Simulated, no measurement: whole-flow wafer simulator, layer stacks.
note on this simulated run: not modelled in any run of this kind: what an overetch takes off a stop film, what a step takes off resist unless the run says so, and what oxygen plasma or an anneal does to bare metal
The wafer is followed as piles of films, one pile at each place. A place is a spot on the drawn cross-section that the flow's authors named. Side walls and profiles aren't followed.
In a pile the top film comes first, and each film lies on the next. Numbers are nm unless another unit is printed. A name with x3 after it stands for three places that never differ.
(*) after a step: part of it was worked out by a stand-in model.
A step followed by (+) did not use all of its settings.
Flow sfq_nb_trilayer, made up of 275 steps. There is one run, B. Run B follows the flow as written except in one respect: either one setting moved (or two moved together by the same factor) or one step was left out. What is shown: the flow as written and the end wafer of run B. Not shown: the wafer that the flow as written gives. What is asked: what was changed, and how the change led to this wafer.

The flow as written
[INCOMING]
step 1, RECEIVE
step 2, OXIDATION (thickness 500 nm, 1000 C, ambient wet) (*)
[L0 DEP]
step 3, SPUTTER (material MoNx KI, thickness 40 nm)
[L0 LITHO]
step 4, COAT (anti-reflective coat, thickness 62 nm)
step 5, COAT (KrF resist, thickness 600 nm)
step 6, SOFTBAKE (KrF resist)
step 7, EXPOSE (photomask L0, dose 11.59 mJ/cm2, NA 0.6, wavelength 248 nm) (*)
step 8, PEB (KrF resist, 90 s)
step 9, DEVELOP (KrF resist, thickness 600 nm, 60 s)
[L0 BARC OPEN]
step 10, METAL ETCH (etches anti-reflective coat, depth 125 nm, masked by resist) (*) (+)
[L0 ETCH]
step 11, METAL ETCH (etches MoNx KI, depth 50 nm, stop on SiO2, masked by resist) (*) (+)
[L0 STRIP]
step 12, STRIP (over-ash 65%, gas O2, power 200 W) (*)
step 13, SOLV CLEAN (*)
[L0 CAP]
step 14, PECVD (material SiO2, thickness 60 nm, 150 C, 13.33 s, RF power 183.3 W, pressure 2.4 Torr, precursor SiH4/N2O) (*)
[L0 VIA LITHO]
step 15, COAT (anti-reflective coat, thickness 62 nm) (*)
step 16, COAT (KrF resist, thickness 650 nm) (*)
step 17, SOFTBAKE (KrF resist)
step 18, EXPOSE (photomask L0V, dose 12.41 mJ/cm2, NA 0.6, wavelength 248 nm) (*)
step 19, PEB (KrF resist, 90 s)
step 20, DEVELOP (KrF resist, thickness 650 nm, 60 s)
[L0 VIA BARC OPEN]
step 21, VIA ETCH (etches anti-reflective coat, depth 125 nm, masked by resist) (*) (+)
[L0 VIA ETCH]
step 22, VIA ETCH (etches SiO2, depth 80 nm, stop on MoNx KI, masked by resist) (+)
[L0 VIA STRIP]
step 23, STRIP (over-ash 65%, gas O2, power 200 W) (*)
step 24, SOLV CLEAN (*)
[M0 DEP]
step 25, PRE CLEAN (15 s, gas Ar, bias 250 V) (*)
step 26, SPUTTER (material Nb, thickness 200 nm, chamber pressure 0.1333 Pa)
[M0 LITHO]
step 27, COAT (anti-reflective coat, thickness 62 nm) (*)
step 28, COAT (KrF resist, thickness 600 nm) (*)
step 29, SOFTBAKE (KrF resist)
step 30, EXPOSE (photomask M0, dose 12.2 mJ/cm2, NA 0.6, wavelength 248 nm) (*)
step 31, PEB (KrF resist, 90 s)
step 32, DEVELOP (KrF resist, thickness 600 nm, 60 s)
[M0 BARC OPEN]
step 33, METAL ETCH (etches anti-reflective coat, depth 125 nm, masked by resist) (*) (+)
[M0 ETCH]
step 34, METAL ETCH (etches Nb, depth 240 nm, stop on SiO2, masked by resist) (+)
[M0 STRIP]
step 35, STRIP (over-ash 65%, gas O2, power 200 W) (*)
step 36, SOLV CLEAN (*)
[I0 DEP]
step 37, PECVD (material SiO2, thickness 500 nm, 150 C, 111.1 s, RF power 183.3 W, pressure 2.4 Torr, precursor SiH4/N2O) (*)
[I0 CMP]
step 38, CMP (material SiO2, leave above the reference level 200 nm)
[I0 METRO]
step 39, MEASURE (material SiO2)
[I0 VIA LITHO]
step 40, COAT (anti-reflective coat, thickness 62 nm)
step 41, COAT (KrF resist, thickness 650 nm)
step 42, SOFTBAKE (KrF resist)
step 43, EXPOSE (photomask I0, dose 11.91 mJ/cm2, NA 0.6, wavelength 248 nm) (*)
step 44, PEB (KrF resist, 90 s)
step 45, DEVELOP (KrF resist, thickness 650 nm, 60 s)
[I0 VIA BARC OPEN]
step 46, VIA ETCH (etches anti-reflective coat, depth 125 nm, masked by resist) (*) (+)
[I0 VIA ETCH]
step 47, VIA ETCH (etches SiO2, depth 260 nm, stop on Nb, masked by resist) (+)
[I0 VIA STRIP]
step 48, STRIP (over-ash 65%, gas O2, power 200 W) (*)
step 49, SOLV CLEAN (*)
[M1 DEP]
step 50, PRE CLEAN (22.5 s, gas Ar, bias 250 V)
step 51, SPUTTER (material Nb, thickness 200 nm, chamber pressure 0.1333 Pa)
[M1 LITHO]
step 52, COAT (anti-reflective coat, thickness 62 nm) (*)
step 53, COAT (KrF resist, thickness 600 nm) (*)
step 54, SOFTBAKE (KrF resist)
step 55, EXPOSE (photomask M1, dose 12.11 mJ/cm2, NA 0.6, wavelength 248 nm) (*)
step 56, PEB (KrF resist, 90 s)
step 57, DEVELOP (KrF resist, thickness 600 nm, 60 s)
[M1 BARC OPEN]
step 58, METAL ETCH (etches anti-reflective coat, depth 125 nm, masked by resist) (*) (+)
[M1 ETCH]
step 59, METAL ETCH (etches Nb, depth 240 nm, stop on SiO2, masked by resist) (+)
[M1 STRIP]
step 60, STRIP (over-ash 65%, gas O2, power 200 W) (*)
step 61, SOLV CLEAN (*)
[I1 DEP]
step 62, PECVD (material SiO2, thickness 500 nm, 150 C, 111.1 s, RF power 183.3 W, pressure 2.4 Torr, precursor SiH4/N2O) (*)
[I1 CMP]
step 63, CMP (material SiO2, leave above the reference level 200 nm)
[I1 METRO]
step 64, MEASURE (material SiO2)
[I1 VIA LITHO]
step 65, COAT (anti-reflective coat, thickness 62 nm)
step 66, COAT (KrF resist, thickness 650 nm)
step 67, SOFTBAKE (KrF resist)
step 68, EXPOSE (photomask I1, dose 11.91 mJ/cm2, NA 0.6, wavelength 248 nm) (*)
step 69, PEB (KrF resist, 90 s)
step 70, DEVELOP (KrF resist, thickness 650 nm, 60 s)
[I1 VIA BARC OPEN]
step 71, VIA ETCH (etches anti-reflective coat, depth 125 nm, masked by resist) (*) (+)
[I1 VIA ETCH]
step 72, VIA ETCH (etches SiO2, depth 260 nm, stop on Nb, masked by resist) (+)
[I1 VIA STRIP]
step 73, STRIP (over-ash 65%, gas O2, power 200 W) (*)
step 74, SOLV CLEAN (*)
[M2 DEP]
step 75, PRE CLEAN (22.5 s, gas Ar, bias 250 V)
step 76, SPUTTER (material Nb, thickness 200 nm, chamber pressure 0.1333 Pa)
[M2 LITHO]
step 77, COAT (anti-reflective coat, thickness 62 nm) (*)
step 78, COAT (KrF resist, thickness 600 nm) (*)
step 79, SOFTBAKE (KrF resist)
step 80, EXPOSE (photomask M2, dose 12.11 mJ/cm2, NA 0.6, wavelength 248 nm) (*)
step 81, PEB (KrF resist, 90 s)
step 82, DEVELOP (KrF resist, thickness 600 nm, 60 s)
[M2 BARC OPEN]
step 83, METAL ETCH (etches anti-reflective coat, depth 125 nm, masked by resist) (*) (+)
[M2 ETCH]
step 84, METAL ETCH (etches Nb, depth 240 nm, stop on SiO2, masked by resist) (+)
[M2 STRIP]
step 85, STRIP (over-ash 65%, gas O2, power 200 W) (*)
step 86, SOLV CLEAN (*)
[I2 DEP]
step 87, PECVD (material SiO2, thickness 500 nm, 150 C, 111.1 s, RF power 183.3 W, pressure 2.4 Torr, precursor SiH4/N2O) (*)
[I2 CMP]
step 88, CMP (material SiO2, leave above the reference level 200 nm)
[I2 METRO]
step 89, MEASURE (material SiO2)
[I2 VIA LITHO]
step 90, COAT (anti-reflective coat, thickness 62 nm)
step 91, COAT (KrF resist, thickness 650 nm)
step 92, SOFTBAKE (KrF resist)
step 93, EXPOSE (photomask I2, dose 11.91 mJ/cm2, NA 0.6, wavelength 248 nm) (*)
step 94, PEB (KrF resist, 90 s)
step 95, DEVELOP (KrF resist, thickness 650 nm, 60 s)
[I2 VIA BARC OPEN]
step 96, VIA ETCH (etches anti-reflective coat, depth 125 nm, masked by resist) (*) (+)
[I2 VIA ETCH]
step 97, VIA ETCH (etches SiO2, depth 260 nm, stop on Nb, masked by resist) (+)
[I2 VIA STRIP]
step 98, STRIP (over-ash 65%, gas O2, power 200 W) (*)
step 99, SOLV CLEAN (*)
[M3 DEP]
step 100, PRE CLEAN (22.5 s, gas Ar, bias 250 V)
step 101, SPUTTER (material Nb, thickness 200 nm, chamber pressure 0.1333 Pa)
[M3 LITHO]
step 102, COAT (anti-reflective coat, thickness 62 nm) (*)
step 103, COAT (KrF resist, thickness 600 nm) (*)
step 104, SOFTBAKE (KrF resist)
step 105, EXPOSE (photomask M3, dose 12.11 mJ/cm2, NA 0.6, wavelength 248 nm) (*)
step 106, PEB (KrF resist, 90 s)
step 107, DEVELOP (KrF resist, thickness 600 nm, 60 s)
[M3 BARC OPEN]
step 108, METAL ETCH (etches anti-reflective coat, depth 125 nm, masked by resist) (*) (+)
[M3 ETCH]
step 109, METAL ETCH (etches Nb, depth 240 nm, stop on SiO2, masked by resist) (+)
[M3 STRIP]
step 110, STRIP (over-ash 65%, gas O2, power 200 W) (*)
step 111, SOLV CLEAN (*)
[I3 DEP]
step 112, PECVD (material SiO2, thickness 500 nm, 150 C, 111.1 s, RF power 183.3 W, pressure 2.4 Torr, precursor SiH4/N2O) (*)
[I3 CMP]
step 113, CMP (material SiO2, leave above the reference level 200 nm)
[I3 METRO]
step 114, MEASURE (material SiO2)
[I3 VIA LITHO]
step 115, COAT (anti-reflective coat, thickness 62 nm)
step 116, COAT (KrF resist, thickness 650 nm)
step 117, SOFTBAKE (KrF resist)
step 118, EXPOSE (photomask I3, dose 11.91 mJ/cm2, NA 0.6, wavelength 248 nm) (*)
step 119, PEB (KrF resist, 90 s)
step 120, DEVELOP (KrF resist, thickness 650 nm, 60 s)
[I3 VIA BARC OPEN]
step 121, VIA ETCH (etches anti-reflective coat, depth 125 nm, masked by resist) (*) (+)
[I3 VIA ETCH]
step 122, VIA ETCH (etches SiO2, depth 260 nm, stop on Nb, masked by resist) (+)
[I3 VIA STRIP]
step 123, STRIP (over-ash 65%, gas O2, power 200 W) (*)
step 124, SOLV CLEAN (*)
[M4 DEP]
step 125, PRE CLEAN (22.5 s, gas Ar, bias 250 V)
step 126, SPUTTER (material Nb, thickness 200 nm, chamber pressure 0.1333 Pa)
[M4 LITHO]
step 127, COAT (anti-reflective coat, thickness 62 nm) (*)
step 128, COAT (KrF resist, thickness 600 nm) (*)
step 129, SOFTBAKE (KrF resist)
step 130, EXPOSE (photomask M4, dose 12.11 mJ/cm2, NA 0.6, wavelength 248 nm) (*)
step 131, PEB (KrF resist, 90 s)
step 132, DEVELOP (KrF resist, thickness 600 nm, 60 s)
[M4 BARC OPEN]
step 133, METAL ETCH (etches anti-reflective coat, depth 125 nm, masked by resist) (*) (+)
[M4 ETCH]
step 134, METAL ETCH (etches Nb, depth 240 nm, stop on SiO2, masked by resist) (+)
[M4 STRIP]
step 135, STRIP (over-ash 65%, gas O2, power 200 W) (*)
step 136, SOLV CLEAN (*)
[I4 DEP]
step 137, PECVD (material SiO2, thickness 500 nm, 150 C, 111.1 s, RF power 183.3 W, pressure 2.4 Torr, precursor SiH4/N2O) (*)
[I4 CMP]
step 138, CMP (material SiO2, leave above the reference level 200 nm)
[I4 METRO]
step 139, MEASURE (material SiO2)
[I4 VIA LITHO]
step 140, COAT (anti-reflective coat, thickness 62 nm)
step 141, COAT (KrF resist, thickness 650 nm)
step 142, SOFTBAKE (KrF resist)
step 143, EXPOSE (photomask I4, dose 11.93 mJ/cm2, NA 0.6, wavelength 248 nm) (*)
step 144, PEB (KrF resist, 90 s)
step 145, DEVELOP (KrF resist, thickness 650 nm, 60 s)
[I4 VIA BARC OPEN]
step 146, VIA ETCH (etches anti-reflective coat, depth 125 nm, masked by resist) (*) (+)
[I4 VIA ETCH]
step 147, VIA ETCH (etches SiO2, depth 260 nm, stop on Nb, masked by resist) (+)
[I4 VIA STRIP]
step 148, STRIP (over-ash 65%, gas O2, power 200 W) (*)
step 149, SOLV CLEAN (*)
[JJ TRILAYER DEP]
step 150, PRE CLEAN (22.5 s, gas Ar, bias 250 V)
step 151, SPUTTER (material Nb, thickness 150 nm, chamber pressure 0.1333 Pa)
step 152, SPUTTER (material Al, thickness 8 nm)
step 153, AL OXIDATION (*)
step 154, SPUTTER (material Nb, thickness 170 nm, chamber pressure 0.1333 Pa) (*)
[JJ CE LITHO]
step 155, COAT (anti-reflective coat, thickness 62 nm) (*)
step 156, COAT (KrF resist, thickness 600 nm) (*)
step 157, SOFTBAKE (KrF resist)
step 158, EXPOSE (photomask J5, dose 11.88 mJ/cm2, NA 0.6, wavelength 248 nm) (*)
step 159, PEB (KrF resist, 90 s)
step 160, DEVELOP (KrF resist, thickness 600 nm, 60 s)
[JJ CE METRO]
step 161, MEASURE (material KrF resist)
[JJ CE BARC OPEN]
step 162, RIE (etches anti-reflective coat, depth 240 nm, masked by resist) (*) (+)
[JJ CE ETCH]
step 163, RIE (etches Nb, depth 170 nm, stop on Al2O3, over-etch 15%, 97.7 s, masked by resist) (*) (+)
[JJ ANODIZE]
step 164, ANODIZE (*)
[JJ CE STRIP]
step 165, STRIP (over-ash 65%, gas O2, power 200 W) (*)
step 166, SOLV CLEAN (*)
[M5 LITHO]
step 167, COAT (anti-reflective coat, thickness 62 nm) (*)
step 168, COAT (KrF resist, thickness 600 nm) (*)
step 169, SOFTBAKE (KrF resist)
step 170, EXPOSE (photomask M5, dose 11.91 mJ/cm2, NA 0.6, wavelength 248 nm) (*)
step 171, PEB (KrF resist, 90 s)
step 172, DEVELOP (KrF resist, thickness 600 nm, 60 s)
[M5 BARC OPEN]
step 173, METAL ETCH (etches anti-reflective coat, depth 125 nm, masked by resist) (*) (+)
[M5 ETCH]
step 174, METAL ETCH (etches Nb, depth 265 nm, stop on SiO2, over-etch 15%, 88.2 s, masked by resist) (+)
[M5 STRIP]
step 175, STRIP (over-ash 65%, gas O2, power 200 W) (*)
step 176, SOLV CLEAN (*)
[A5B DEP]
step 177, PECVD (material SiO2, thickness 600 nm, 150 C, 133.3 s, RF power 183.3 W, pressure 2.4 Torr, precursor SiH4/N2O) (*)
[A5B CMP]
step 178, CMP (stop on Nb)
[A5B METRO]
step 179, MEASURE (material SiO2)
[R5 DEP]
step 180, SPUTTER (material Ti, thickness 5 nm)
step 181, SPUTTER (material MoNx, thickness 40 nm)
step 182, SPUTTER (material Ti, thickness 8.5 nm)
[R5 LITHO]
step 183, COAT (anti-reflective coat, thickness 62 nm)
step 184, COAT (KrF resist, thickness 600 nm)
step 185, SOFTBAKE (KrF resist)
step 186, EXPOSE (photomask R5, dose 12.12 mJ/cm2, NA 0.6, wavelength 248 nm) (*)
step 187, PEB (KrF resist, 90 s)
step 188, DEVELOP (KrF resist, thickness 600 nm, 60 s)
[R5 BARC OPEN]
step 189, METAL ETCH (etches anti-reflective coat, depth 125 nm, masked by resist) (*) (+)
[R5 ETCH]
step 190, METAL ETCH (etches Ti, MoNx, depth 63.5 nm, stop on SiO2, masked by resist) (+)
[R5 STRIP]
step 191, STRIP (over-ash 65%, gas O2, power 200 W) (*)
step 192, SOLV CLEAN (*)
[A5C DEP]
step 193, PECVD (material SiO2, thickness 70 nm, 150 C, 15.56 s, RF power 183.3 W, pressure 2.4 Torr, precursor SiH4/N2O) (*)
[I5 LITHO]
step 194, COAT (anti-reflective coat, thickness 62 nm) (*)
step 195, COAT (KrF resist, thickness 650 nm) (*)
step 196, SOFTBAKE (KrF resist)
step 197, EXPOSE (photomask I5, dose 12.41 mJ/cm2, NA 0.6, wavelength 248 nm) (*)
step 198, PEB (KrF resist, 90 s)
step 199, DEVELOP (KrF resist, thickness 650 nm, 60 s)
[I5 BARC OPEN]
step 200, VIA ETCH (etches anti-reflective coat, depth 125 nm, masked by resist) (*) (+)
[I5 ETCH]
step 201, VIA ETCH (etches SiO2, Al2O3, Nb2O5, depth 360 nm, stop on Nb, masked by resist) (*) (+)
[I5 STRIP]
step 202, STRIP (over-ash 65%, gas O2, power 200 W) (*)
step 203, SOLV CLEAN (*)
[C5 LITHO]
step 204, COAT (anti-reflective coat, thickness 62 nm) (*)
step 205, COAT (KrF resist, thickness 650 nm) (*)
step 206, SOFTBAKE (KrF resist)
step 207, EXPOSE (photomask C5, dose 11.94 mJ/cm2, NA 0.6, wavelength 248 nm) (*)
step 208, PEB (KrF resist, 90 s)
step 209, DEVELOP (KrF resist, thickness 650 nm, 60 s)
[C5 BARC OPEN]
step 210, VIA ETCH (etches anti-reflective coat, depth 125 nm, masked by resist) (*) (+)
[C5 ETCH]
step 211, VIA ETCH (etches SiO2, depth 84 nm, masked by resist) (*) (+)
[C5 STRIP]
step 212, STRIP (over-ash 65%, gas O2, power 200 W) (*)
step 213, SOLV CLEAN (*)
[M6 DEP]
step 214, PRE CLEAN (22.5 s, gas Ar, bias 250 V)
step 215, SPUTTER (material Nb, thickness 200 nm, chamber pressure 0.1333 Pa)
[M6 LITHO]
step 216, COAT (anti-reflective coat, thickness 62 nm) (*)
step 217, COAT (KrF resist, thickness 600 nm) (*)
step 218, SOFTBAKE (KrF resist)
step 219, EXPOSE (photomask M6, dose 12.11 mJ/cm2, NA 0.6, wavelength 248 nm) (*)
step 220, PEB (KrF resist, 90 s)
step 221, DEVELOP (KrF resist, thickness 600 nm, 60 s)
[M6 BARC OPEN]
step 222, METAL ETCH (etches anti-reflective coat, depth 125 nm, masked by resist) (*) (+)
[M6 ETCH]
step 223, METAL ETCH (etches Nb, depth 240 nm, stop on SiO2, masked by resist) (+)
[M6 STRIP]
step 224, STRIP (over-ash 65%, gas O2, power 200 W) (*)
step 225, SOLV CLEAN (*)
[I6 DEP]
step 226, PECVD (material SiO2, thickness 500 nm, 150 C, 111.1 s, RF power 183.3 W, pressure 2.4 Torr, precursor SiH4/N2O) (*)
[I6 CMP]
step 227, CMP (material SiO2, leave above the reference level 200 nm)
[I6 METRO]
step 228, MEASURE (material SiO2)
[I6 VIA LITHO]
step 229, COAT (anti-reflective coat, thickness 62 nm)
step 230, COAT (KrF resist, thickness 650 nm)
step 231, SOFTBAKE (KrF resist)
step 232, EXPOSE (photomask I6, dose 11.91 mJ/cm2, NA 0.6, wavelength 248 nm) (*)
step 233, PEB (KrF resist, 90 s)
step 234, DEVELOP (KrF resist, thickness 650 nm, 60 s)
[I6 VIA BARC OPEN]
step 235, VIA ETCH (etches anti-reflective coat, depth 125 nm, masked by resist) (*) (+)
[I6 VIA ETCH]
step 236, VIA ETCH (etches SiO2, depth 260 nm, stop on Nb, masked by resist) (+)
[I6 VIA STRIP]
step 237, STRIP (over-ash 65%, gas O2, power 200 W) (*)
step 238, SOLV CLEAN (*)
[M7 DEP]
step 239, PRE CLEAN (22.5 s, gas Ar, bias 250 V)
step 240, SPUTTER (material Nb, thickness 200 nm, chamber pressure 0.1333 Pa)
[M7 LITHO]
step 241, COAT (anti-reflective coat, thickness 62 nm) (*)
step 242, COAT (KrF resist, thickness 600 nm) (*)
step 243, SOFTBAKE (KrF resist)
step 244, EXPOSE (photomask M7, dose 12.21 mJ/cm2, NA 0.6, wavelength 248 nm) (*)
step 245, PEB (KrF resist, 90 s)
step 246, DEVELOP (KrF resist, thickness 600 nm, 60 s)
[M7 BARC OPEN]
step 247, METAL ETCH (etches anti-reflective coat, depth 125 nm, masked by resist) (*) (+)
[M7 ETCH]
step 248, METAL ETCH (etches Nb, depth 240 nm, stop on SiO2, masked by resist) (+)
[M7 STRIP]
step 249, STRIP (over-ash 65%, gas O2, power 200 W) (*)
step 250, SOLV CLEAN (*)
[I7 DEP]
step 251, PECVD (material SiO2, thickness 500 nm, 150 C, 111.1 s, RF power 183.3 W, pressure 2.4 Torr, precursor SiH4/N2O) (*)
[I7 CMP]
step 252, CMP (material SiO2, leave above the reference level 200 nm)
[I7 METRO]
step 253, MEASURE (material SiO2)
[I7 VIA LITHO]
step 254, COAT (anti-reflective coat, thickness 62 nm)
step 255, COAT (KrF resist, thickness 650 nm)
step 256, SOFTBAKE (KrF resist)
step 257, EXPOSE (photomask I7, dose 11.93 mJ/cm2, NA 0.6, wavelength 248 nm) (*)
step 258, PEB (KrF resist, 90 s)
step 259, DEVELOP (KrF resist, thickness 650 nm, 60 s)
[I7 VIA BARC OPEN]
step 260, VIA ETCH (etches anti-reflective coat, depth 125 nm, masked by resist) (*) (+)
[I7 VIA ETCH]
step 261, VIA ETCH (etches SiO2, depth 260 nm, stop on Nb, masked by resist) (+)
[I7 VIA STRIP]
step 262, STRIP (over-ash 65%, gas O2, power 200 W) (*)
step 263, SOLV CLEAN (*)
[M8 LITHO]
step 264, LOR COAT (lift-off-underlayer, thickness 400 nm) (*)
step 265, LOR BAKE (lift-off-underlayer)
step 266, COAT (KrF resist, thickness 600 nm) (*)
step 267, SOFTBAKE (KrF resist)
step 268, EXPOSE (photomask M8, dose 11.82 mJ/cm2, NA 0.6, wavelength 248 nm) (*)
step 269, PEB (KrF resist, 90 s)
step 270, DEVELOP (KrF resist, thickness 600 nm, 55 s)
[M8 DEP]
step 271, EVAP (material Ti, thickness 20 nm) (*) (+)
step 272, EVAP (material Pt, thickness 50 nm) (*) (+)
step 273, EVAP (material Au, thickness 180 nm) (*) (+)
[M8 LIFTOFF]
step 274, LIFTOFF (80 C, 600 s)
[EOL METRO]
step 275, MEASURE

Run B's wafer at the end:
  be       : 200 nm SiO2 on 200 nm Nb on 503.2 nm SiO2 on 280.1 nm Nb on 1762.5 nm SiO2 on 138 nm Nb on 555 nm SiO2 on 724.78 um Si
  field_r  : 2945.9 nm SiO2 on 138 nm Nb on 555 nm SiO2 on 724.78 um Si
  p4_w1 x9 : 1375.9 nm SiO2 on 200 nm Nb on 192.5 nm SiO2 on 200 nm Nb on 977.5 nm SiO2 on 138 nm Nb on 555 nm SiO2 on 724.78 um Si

Cause: step 26, SPUTTER: thickness 138 nm was run, while the flow as written has thickness 200 nm.
The wafer itself shows it: be has Nb 138, and step 26 as written asks for 200 nm.

The path from the change to this, step by step:
  step 26, SPUTTER (material Nb, thickness 200 nm, chamber pressure 0.1333 Pa)
      field_l, via_wl, via_w and 101 more: Nb gains 138 (new film) (it would be, as written: Nb gains 200 (new film))
      v_sur: Nb gains 135.4 (new film) (it would be, as written: Nb gains 200 (new film))
      (as well as at 1 more place)
  step 34, METAL ETCH (etches Nb, depth 240 nm, stop on SiO2, masked by resist) (+)
      field_l, v_sur, via_wl and 100 more: KrF resist loses 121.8 (it would be, as written: KrF resist loses 141.2)
      moat, m0r_space_l x2: Nb loses 138 (all of it) (it would be, as written: Nb loses 200 (all of it))
  step 35, STRIP (over-ash 65%, gas O2, power 200 W) (*)
      p4_fl x3, p4_w1 x9, p4_g1 x2 and 57 more: KrF resist loses 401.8 (all of it), anti-reflective coat loses 62 (all of it) (it would be, as written: KrF resist loses 382.4 (all of it), anti-reflective coat loses 62 (all of it))
      c5j, ce_r, sp_r, be_r, r_sur, res: KrF resist loses 408.4 (all of it), anti-reflective coat loses 63.6 (all of it) (it would be, as written: KrF resist loses 389 (all of it), anti-reflective coat loses 63.6 (all of it))
      (as well as at 26 more places)
  step 37, PECVD (material SiO2, thickness 500 nm, 150 C, 111.1 s, RF power 183.3 W, pressure 2.4 Torr, precursor SiH4/N2O) (*)
      moat, m0r_space_l x2: SiO2 gains 500 (it would be, as written: SiO2 gains 557.1)
  step 38, CMP (material SiO2, leave above the reference level 200 nm)
      moat, m0r_space_l x2: SiO2 loses 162 (it would be, as written: SiO2 loses 157.1)
